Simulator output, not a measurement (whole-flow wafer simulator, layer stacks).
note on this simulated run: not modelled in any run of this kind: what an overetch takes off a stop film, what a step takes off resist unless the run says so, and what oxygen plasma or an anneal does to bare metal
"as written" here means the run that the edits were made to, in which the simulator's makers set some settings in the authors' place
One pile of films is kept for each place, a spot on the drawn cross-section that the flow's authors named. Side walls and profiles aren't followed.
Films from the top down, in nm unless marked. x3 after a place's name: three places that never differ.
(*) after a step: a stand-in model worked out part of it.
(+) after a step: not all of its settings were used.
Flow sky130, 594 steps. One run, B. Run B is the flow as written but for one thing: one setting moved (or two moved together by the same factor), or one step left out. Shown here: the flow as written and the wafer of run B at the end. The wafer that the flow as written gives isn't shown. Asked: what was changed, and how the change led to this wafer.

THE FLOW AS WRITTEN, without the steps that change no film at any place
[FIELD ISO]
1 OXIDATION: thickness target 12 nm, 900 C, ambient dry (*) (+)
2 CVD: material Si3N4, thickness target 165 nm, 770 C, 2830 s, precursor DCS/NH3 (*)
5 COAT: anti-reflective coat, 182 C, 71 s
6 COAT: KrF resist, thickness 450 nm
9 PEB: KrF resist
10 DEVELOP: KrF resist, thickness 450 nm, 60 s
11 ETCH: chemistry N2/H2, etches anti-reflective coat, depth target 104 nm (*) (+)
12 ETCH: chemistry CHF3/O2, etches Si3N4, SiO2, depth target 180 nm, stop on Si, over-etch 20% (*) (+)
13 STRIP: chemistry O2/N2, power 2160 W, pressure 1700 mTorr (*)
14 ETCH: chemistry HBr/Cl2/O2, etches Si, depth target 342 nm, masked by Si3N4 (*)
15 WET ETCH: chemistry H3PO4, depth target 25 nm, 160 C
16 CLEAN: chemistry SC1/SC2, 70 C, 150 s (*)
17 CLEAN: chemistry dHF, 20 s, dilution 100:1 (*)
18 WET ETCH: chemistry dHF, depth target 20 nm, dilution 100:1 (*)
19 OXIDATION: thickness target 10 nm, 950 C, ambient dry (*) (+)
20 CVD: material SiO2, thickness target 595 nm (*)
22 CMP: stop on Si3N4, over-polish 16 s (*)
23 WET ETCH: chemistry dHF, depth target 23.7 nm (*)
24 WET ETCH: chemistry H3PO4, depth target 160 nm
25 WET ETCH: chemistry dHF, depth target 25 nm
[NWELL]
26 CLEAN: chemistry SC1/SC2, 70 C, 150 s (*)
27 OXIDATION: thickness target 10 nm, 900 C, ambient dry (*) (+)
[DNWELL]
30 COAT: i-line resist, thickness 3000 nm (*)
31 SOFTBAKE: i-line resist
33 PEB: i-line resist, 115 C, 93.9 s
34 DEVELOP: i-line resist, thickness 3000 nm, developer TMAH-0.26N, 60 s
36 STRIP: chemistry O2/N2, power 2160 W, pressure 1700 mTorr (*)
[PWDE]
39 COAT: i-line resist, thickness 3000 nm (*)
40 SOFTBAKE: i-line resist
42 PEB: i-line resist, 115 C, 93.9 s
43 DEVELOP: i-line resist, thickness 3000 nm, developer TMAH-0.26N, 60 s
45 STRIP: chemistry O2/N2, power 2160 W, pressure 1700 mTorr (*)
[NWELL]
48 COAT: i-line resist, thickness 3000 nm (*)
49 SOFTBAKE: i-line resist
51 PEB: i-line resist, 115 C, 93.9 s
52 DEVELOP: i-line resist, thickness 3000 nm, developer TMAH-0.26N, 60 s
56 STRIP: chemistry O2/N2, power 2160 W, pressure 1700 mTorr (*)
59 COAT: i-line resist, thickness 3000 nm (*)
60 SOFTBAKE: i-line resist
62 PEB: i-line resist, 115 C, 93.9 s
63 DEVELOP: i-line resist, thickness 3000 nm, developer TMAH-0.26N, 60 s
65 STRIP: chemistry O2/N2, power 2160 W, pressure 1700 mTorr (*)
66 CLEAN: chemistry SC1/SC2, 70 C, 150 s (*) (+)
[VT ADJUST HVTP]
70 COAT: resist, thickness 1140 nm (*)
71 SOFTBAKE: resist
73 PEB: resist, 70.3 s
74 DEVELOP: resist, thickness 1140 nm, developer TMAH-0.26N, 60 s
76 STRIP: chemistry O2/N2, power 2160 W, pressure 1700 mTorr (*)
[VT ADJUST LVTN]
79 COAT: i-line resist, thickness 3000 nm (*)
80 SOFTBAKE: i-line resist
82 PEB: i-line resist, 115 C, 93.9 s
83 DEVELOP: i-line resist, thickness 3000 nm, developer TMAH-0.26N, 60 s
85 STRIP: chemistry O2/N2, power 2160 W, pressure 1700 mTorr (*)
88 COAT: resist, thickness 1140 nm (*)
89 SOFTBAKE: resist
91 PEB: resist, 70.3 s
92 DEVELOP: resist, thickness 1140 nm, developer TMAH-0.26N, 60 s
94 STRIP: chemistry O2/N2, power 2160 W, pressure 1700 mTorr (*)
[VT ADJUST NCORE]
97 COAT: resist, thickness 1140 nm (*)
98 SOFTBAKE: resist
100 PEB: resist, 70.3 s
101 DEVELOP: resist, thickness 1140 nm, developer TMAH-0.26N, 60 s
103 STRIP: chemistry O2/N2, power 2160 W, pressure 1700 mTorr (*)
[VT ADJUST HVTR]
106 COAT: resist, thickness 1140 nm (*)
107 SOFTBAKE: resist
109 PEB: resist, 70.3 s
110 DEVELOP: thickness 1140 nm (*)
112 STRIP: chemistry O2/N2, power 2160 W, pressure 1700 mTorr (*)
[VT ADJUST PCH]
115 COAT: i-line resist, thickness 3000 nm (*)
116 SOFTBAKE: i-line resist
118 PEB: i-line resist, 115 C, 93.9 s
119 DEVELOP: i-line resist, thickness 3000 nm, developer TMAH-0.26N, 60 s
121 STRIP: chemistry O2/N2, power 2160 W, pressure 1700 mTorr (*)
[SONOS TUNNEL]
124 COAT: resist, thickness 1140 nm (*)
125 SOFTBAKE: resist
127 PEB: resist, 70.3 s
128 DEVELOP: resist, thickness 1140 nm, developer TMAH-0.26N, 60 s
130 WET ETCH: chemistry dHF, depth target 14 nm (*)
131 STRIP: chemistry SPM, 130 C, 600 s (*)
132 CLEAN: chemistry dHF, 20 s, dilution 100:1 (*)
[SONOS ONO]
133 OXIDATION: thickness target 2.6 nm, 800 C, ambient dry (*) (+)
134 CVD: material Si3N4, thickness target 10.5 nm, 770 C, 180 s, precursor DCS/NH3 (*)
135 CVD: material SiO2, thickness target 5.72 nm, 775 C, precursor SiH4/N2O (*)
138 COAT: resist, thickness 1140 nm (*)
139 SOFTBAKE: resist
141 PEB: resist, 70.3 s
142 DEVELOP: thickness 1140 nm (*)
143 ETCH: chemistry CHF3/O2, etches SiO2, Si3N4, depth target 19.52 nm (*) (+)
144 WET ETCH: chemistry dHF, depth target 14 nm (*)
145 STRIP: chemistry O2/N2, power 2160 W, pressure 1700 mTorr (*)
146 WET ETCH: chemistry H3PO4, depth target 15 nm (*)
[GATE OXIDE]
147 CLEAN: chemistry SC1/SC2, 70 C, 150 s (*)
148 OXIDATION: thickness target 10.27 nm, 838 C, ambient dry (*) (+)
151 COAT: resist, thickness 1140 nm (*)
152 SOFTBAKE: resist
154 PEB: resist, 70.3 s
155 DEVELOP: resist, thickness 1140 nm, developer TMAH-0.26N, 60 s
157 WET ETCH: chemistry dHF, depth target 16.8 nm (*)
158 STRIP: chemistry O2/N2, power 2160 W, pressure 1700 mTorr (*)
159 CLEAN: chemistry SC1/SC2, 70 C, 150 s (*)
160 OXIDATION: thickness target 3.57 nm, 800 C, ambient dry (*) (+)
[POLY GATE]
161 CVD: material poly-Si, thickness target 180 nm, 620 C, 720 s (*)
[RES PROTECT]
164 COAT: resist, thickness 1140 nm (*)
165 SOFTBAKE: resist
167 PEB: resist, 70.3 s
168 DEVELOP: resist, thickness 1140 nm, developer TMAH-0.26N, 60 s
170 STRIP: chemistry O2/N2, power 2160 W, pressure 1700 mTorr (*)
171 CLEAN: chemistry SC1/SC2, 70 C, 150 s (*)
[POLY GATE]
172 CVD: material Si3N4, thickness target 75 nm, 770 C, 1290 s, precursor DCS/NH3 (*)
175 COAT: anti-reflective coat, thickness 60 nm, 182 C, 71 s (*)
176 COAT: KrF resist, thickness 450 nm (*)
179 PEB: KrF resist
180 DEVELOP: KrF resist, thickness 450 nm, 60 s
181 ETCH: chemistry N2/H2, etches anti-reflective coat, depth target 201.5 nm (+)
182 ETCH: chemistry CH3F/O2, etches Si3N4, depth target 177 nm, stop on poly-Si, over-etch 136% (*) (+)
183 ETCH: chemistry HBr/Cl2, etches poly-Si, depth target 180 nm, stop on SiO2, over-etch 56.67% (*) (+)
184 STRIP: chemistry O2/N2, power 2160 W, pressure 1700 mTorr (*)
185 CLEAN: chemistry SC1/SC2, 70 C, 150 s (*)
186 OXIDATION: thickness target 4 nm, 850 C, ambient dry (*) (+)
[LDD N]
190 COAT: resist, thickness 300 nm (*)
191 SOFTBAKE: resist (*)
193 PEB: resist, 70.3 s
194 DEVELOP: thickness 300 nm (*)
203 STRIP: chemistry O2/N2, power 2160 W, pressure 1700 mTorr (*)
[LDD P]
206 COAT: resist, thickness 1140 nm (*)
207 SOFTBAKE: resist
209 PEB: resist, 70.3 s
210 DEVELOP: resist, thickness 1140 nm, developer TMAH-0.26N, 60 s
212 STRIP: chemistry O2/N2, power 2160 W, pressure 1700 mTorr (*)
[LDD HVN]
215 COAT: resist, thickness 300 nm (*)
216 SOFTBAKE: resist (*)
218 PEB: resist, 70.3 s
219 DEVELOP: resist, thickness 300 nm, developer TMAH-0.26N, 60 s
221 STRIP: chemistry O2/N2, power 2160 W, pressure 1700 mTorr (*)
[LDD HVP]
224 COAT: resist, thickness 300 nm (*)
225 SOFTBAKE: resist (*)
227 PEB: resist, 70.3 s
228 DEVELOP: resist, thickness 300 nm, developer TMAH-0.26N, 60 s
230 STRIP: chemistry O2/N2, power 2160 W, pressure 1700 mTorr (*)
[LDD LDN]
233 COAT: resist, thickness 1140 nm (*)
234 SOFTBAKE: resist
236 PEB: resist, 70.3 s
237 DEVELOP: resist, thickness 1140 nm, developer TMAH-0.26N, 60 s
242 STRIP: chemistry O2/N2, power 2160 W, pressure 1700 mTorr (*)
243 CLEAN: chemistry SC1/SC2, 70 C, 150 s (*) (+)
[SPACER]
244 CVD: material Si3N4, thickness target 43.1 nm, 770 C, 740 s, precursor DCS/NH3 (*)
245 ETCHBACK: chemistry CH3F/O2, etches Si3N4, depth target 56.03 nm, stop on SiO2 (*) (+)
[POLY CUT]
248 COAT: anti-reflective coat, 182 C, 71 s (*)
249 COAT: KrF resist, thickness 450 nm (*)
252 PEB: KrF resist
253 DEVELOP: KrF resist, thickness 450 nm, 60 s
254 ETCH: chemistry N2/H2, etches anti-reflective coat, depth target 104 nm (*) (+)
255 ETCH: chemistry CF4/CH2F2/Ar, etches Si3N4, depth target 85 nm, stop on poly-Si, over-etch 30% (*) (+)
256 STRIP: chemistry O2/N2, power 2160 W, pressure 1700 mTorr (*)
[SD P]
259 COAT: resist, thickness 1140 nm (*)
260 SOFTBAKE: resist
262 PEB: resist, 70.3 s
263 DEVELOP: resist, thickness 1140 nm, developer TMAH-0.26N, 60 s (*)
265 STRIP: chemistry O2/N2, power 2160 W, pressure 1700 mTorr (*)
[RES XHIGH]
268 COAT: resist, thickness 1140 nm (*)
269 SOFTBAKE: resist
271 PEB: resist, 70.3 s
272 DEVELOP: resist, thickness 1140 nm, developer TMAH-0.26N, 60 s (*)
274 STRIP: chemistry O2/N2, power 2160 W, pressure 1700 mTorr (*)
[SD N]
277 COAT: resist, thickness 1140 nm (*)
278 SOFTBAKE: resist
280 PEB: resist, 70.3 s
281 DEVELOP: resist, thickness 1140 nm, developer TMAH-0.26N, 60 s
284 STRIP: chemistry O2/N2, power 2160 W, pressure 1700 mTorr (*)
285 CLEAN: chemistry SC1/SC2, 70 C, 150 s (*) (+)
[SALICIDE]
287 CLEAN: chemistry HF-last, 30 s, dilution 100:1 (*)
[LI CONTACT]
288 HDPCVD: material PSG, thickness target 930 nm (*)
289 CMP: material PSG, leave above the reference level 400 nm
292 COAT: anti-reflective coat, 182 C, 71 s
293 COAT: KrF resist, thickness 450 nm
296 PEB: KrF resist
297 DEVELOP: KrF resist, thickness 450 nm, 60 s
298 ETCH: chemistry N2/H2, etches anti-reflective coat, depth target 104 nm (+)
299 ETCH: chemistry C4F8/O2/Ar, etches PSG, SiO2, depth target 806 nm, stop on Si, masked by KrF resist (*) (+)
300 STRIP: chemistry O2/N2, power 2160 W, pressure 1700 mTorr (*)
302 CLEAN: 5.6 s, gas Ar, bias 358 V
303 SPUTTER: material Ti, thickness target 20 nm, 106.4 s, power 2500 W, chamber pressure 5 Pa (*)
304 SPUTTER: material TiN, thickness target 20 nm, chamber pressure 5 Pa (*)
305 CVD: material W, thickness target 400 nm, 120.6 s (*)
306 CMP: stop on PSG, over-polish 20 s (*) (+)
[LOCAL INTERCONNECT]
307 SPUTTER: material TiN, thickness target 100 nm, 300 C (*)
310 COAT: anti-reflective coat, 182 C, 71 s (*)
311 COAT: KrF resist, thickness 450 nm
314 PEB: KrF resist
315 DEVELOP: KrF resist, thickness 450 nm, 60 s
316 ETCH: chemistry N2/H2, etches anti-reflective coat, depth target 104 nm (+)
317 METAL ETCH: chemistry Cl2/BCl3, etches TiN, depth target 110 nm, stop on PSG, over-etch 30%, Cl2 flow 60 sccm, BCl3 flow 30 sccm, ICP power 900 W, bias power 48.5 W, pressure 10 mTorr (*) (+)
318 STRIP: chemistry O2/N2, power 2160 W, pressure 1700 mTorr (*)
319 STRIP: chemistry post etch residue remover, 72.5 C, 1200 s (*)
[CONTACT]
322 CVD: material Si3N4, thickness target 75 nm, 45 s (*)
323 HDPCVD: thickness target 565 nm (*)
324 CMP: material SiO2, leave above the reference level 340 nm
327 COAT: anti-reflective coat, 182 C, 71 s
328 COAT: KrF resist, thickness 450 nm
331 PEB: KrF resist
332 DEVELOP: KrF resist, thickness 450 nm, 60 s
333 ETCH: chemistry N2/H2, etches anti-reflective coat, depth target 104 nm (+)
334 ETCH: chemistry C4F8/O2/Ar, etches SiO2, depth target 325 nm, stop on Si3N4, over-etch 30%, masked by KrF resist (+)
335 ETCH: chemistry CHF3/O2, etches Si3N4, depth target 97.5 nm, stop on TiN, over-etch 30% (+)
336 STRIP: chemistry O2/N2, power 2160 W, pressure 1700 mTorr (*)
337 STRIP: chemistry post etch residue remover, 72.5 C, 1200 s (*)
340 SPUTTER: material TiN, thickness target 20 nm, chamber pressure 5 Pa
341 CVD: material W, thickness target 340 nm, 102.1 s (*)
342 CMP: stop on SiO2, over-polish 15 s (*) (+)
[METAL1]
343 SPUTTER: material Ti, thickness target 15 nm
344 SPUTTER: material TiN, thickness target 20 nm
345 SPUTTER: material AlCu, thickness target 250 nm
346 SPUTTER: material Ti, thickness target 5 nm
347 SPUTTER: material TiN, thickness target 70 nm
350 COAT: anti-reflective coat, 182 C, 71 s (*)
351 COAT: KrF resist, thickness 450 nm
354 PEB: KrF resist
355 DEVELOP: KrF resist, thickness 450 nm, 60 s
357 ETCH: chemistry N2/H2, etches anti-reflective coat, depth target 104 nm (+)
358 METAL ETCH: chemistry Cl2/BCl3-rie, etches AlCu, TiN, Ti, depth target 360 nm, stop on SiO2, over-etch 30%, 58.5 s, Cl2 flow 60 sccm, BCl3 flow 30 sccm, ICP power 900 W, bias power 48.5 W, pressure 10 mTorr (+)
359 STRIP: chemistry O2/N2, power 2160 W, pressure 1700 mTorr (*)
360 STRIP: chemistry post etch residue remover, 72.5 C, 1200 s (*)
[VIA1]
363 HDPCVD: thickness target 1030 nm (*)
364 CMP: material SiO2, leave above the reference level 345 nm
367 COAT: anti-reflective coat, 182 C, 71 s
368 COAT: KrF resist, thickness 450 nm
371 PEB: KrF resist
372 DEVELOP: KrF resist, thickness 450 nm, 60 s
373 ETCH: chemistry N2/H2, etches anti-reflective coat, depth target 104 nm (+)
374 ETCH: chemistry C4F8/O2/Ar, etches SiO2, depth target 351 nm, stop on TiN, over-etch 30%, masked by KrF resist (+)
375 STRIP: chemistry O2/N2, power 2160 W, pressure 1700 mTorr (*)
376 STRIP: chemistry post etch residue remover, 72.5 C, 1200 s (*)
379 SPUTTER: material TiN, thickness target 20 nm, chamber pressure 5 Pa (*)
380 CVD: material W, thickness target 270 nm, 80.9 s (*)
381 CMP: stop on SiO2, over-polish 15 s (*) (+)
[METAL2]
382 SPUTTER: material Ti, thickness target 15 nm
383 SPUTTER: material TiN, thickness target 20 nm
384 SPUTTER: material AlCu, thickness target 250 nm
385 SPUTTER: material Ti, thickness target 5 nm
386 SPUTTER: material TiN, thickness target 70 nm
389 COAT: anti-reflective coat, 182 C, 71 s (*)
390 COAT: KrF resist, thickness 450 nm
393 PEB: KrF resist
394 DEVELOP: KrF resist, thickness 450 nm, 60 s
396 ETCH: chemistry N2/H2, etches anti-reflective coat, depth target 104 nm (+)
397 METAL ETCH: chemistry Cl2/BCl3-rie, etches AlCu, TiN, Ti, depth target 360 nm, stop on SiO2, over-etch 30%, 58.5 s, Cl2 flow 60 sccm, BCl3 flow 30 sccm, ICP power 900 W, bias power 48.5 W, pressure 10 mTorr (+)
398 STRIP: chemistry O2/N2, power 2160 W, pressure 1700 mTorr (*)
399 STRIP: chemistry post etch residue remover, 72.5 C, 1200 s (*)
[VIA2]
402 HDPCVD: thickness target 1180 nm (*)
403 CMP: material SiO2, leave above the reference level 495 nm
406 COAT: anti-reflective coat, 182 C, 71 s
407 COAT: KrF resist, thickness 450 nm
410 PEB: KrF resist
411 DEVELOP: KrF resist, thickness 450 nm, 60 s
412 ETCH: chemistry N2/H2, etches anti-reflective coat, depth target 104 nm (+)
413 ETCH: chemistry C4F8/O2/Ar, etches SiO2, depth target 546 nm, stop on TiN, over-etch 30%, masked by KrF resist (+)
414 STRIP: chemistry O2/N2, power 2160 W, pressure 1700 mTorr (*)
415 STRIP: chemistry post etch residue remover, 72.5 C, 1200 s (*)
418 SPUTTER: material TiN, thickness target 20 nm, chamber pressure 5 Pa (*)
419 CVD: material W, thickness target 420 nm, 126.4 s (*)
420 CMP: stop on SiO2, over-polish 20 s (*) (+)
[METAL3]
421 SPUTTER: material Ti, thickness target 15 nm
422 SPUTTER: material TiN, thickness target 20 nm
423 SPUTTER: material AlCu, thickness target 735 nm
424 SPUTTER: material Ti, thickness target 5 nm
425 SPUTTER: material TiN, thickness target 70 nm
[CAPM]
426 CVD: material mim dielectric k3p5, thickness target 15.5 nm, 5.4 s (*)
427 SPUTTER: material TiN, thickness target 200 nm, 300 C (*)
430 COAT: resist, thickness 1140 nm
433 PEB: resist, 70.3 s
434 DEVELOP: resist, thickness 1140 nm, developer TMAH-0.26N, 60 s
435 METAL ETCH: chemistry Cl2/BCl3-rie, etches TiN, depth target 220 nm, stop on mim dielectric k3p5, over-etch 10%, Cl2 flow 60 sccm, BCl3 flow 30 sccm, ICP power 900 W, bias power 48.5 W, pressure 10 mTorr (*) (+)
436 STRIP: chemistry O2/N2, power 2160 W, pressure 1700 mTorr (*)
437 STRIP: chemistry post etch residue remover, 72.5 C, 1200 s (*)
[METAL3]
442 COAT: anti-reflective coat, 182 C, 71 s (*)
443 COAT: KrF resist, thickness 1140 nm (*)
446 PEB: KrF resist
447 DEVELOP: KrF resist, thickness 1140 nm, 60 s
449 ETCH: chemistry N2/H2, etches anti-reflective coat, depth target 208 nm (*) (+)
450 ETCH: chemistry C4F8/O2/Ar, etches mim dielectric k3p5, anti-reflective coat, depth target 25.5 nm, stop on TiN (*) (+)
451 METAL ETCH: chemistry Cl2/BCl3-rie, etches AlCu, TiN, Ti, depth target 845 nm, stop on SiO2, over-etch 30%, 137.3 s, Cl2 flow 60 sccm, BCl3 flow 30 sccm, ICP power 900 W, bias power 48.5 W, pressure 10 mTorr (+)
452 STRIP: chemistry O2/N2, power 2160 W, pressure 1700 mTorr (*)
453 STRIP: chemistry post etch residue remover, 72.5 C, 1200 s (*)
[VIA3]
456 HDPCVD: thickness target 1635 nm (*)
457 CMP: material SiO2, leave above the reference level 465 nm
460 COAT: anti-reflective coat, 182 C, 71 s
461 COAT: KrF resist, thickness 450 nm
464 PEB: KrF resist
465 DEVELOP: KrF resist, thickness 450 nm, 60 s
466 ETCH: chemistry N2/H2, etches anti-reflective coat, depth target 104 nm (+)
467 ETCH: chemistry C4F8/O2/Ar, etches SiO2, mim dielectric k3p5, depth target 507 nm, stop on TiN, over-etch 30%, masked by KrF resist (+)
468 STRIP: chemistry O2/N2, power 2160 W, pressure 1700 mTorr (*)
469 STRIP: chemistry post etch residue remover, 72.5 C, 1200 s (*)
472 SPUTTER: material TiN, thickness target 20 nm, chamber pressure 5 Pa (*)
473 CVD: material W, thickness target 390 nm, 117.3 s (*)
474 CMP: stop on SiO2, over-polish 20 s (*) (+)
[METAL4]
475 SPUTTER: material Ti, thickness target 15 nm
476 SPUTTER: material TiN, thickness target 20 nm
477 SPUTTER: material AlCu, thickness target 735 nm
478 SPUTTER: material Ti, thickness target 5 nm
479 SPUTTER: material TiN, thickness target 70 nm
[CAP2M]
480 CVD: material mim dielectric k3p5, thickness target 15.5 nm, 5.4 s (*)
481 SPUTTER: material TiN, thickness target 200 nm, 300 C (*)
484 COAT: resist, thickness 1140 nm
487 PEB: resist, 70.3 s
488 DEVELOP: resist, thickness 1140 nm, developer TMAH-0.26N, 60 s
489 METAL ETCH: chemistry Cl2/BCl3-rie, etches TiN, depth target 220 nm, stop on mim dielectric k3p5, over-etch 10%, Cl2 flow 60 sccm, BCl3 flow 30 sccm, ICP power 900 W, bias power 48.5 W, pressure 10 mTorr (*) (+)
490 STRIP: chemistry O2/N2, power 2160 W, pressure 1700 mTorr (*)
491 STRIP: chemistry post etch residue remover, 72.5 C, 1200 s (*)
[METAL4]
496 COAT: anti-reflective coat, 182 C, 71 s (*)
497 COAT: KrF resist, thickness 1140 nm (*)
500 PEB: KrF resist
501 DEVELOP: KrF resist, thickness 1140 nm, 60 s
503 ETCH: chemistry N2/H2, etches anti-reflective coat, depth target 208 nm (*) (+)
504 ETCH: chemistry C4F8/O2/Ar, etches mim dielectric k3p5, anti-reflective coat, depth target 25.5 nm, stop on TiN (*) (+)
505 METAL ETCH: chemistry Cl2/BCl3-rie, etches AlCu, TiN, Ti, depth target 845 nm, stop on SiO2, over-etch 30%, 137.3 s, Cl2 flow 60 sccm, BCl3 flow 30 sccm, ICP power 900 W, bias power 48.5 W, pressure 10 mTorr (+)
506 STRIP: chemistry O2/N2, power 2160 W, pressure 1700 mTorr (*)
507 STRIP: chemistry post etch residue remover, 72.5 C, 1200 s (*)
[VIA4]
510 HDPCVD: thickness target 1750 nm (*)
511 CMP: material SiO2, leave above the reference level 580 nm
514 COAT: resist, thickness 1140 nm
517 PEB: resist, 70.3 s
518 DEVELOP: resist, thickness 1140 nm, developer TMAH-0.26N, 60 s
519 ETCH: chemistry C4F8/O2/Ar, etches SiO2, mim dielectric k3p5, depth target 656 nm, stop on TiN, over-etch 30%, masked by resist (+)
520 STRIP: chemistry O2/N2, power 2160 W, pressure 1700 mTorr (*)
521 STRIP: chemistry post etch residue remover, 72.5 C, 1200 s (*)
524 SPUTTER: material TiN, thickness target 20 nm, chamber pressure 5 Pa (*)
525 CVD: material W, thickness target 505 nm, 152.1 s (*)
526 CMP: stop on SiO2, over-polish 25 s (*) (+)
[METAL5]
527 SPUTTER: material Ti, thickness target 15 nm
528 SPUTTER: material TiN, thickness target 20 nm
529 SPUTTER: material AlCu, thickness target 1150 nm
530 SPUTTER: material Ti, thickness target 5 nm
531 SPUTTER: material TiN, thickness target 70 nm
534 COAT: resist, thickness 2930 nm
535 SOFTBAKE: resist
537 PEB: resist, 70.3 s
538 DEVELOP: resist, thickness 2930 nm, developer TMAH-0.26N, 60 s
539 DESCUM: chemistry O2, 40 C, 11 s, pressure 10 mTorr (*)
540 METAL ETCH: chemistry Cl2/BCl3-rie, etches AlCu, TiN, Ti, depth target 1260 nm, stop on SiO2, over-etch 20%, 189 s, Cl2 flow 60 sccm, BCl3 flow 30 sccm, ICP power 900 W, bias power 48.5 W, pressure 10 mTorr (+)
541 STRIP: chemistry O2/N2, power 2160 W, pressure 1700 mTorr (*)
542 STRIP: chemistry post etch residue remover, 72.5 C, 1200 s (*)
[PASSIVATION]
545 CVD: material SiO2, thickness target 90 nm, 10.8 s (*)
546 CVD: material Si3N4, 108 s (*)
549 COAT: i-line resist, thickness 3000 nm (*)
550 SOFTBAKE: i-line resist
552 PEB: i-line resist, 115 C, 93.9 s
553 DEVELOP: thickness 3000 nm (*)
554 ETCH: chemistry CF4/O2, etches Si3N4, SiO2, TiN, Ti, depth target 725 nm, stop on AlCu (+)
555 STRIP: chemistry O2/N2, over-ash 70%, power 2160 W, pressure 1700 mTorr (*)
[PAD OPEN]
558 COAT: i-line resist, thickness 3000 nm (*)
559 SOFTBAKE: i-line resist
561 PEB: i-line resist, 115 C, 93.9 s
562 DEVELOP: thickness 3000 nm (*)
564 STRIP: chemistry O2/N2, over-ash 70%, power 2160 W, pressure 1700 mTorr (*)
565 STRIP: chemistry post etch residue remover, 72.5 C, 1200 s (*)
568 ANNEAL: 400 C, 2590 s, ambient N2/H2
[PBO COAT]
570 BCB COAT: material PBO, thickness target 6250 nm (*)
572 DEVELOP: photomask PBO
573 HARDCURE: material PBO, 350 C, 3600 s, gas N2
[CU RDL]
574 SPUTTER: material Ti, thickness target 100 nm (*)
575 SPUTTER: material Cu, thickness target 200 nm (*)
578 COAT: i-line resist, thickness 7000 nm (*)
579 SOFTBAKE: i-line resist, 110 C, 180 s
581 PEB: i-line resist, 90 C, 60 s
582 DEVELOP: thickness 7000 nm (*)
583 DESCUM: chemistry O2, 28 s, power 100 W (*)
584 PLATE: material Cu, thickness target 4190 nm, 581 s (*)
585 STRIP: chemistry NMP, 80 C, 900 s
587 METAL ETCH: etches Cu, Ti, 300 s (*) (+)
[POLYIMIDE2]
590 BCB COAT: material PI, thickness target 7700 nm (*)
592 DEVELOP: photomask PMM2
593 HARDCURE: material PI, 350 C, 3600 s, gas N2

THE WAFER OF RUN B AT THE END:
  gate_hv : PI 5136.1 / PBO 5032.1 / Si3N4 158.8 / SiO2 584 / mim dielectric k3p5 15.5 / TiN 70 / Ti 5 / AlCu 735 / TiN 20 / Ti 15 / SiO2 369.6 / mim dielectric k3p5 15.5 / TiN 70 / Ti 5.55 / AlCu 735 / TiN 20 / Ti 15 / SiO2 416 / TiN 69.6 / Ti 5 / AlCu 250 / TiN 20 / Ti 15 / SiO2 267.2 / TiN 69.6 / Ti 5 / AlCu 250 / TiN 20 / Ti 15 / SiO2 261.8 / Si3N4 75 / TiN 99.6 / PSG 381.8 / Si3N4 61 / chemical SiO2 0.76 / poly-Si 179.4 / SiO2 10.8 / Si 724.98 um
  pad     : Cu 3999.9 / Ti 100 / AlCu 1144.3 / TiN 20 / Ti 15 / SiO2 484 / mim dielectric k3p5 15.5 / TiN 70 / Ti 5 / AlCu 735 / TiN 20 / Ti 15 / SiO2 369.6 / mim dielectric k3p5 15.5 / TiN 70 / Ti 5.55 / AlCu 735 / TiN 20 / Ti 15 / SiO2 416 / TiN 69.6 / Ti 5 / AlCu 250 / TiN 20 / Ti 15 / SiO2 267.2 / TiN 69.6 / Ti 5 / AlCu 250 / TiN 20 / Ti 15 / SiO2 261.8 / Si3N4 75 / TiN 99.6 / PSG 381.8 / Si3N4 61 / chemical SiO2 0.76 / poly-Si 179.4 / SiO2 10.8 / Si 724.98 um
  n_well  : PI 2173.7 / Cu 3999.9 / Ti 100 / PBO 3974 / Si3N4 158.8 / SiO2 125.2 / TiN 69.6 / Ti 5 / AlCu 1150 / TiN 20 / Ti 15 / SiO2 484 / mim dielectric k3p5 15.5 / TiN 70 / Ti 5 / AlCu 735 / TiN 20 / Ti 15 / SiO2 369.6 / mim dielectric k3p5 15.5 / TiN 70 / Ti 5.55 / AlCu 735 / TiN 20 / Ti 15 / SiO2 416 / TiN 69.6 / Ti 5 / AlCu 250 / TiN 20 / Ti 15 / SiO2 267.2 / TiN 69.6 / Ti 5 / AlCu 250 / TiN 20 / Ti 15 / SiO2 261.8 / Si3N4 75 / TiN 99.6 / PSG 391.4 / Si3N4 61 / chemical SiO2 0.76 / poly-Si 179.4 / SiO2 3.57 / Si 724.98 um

The cause: step 424, SPUTTER: thickness target 5.55 nm was run, where the flow has thickness target 5 nm.
It can be read off the wafer: gate_hv has Ti 5.55, and step 424 as written asks for 5 nm.

How the change led to this, step by step:
  424 SPUTTER: material Ti, thickness target 5 nm
      field, active, n_well and 188 more: Ti +5.55 (new film) (as written it would be: Ti +5 (new film))
  451 METAL ETCH: chemistry Cl2/BCl3-rie, etches AlCu, TiN, Ti, depth target 845 nm, stop on SiO2, over-etch 30%, 137.3 s, Cl2 flow 60 sccm, BCl3 flow 30 sccm, ICP power 900 W, bias power 48.5 W, pressure 10 mTorr (+)
      field, gate, spacer and 68 more: TiN -70 (all of it), Ti -5.55 (all of it), AlCu -735 (all of it), TiN -20 (all of it), Ti -15 (all of it), SiO2 -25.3 (as written it would be: TiN -70 (all of it), Ti -5 (all of it), AlCu -735 (all of it), TiN -20 (all of it), Ti -15 (all of it), SiO2 -25.4)
      active, vpp_ln, vpp_iso2 and 11 more: TiN -70 (all of it), Ti -5.55 (all of it), AlCu -735 (all of it), TiN -20 (all of it), Ti -15 (all of it), SiO2 -25.3 (as written it would be: TiN -70 (all of it), Ti -5 (all of it), AlCu -735 (all of it), TiN -20 (all of it), Ti -15 (all of it), SiO2 -25.3)
